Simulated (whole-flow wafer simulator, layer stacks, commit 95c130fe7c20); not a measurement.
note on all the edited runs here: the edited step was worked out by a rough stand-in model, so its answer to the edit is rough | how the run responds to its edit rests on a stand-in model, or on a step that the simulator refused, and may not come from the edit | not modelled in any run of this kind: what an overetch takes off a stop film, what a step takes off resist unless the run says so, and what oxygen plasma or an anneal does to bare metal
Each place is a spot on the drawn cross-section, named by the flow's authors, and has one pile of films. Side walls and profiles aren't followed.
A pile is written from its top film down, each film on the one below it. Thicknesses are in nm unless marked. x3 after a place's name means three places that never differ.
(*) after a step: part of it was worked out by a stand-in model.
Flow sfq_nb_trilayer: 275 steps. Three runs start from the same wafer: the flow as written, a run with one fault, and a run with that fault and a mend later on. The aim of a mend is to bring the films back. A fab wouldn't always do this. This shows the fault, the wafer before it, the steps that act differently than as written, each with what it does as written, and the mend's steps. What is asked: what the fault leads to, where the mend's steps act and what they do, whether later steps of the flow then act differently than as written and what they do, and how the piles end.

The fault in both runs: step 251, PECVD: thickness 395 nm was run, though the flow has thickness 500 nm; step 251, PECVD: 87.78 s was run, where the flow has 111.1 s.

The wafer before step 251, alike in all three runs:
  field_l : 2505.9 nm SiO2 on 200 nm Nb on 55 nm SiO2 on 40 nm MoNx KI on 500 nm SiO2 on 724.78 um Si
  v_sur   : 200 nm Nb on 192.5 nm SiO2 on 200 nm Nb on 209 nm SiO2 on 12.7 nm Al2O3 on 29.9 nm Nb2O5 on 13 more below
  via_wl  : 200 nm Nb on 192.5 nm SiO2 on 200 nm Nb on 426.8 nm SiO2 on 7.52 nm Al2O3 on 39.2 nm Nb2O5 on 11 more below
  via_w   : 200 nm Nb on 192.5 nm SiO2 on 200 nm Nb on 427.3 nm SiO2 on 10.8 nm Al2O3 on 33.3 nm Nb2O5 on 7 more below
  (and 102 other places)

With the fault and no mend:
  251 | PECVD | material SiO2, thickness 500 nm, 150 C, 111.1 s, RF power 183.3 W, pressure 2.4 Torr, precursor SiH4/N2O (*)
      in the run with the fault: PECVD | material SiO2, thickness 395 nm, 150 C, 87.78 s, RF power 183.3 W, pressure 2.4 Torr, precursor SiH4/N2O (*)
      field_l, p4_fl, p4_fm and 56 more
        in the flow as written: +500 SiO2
        in the run with the fault: +395 SiO2
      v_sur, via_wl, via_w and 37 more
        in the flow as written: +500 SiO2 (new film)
        in the run with the fault: +395 SiO2 (new film)
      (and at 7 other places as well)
  Steps later in the flow that act otherwise than as written (7 more steps, not shown, differ only slightly: by at most 2% or 0.5 nm, whichever is larger):
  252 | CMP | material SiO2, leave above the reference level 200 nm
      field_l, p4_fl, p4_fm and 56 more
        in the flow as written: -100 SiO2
        in the run with the fault: nothing
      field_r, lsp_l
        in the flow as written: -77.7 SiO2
        in the run with the fault: nothing
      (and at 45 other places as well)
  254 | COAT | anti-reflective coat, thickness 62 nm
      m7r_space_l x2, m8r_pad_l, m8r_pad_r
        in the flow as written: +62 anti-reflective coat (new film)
        in the run with the fault: +63.4 anti-reflective coat (new film)
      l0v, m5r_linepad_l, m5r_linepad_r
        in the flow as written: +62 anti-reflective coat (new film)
        in the run with the fault: +64 anti-reflective coat (new film)
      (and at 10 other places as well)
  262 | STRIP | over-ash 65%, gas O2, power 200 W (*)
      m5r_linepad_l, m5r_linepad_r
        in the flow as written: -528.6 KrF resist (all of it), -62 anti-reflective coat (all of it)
        in the run with the fault: -528 KrF resist (all of it), -64 anti-reflective coat (all of it)
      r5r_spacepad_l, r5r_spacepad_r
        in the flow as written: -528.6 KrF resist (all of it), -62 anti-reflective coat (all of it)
        in the run with the fault: -528.2 KrF resist (all of it), -64.1 anti-reflective coat (all of it)
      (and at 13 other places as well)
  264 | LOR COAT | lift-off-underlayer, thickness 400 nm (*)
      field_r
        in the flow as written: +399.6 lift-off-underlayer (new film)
        in the run with the fault: +413.2 lift-off-underlayer (new film)
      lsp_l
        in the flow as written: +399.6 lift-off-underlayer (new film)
        in the run with the fault: +412.4 lift-off-underlayer (new film)
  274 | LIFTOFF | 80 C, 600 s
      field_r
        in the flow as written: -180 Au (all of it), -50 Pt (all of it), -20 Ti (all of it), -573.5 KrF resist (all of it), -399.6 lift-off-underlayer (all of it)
        in the run with the fault: -180 Au (all of it), -50 Pt (all of it), -20 Ti (all of it), -576.7 KrF resist (all of it), -413.2 lift-off-underlayer (all of it)
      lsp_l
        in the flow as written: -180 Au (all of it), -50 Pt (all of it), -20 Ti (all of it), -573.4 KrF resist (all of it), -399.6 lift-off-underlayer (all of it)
        in the run with the fault: -180 Au (all of it), -50 Pt (all of it), -20 Ti (all of it), -577.2 KrF resist (all of it), -412.4 lift-off-underlayer (all of it)
  The piles end only slightly different from the flow's at the places that both follow, by no more than 2% or 0.5 nm, whichever is larger.

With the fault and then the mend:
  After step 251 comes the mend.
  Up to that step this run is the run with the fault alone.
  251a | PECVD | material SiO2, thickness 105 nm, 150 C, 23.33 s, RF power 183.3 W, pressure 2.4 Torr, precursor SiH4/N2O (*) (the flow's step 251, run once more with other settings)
      field_l, v_sur, via_wl and 98 more
        +105 SiO2
      field_r, lsp_l
        +101 SiO2
      l0_sur, l0v
        +102.7 SiO2
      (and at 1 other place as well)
  Steps later in the flow that act otherwise than as written:
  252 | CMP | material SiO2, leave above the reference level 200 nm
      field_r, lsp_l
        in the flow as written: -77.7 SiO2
        in the run with the mend: -79.3 SiO2
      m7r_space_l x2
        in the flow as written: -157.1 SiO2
        in the run with the mend: -100 SiO2
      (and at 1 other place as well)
  The piles end the same as the flow's at every place that both follow.
